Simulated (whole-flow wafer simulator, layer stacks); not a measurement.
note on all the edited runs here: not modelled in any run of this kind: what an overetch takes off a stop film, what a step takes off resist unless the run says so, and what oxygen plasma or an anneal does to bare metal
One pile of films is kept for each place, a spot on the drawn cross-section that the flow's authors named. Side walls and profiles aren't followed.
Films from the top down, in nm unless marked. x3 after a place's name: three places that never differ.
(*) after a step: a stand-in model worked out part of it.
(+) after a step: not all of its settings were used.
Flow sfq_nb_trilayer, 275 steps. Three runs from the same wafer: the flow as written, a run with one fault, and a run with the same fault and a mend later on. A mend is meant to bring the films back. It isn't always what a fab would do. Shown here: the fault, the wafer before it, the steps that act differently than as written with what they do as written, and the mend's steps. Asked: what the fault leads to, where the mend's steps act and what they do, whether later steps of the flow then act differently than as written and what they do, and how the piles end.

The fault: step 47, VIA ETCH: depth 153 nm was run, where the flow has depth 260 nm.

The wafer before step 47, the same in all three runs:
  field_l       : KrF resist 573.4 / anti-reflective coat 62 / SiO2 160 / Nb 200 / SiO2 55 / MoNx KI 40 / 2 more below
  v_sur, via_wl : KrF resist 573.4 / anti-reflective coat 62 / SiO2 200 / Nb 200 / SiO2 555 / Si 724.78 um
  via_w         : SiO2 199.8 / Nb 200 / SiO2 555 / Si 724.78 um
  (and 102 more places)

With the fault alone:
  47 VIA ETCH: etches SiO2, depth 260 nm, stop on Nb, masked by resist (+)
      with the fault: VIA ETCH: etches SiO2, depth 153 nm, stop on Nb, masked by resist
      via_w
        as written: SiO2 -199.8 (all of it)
        with the fault: SiO2 -153
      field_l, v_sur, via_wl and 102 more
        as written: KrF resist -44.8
        with the fault: KrF resist -26.4
  Later steps of the flow that act differently than as written (3 more steps differ only slightly, by at most 2% or 0.5 nm, whichever is larger, and aren't shown):
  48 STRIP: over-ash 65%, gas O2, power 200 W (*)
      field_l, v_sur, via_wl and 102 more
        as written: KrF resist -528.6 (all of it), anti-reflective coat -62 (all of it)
        with the fault: KrF resist -547.1 (all of it), anti-reflective coat -62 (all of it)
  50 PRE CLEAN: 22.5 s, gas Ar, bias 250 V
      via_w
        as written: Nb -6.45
        with the fault: SiO2 -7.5
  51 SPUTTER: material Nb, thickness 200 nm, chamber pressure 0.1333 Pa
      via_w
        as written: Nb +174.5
        with the fault: Nb +183.8 (new film)
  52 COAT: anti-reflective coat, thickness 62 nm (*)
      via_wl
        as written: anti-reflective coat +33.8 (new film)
        with the fault: anti-reflective coat +35.6 (new film)
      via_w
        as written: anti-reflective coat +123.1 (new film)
        with the fault: anti-reflective coat +112.1 (new film)
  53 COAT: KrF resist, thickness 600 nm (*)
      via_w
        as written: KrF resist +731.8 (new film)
        with the fault: KrF resist +694.8 (new film)
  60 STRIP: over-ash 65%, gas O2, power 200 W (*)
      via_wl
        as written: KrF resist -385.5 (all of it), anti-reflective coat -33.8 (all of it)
        with the fault: KrF resist -389.2 (all of it), anti-reflective coat -35.6 (all of it)
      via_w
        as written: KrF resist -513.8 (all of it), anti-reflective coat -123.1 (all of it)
        with the fault: KrF resist -476.9 (all of it), anti-reflective coat -112.1 (all of it)
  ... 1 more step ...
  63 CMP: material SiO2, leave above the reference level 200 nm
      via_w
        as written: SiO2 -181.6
        with the fault: SiO2 -157.1
  At the end the piles differ from the flow's by more than 2% or 0.5 nm, whichever is larger, at via_w.
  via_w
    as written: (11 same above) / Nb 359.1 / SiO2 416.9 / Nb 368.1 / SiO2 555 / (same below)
    with the fault: (11 same above) / Nb 359.1 / SiO2 361.8 / Nb 183.8 / SiO2 39.3 / Nb 200 / SiO2 555 / (same below)

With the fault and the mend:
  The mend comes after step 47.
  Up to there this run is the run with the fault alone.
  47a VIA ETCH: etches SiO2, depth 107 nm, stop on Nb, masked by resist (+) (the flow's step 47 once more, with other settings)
      field_l, v_sur, via_wl and 102 more
        KrF resist -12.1
      via_w
        SiO2 -46.8 (all of it)
  No later step of the flow acts differently than as written, at any place that is followed, by more than 2% or 0.5 nm, whichever is larger.
  At the end the piles are the same as the flow's at every place that both follow.
